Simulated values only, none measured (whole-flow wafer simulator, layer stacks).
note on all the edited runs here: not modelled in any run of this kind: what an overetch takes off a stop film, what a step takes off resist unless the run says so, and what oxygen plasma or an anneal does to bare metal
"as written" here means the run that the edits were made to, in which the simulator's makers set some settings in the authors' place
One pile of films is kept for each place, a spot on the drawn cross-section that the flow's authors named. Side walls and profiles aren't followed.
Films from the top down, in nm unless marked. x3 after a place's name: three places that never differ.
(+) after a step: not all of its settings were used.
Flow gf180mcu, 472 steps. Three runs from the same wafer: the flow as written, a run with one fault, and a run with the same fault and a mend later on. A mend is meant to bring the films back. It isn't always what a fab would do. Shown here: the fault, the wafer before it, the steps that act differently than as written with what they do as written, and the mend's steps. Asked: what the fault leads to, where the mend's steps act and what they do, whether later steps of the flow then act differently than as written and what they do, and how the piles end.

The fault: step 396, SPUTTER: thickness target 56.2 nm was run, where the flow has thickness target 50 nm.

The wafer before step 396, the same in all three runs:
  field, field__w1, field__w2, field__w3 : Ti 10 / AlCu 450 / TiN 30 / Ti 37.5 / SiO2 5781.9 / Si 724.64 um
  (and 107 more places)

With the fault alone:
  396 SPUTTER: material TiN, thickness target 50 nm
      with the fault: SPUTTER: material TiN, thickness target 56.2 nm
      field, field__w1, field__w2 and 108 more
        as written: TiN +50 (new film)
        with the fault: TiN +56.2 (new film)
  Later steps of the flow that act differently than as written (1 more step differs only slightly, by at most 2% or 0.5 nm, whichever is larger, and isn't shown):
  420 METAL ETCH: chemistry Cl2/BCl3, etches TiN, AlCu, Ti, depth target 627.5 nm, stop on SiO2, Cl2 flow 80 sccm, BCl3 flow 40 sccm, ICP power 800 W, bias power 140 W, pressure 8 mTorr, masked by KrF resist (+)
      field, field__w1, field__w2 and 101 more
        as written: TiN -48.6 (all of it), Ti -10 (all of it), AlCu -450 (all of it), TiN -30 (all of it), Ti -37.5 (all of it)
        with the fault: TiN -54.8 (all of it), Ti -10 (all of it), AlCu -450 (all of it), TiN -30 (all of it), Ti -37.5 (all of it)
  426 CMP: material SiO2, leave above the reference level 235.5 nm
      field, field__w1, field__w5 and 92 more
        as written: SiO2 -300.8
        with the fault: SiO2 -294.6
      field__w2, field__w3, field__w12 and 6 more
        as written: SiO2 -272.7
        with the fault: SiO2 -266.2
  At the end the piles differ from the flow's by more than 2% or 0.5 nm, whichever is larger, at field__w4, field__w8, contact, m1, m1__w1, mim, mim_1p0, m1_nw.
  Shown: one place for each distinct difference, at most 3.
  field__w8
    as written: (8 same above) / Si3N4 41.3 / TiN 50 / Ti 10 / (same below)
    with the fault: (8 same above) / Si3N4 41.3 / TiN 56.2 / Ti 10 / (same below)
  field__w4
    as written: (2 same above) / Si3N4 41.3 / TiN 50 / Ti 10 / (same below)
    with the fault: (2 same above) / Si3N4 41.3 / TiN 56.2 / Ti 10 / (same below)
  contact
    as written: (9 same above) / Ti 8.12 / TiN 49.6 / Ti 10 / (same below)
    with the fault: (9 same above) / Ti 8.12 / TiN 55.8 / Ti 10 / (same below)

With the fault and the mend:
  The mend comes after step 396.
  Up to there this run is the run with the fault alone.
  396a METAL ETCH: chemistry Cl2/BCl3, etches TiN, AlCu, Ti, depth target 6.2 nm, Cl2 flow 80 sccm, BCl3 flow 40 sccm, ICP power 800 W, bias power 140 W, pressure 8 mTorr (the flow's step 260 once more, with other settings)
      field, field__w1, field__w2 and 108 more
        TiN -6.2
  No later step of the flow acts differently than as written at any place that is followed.
  At the end the piles are the same as the flow's at every place that both follow.
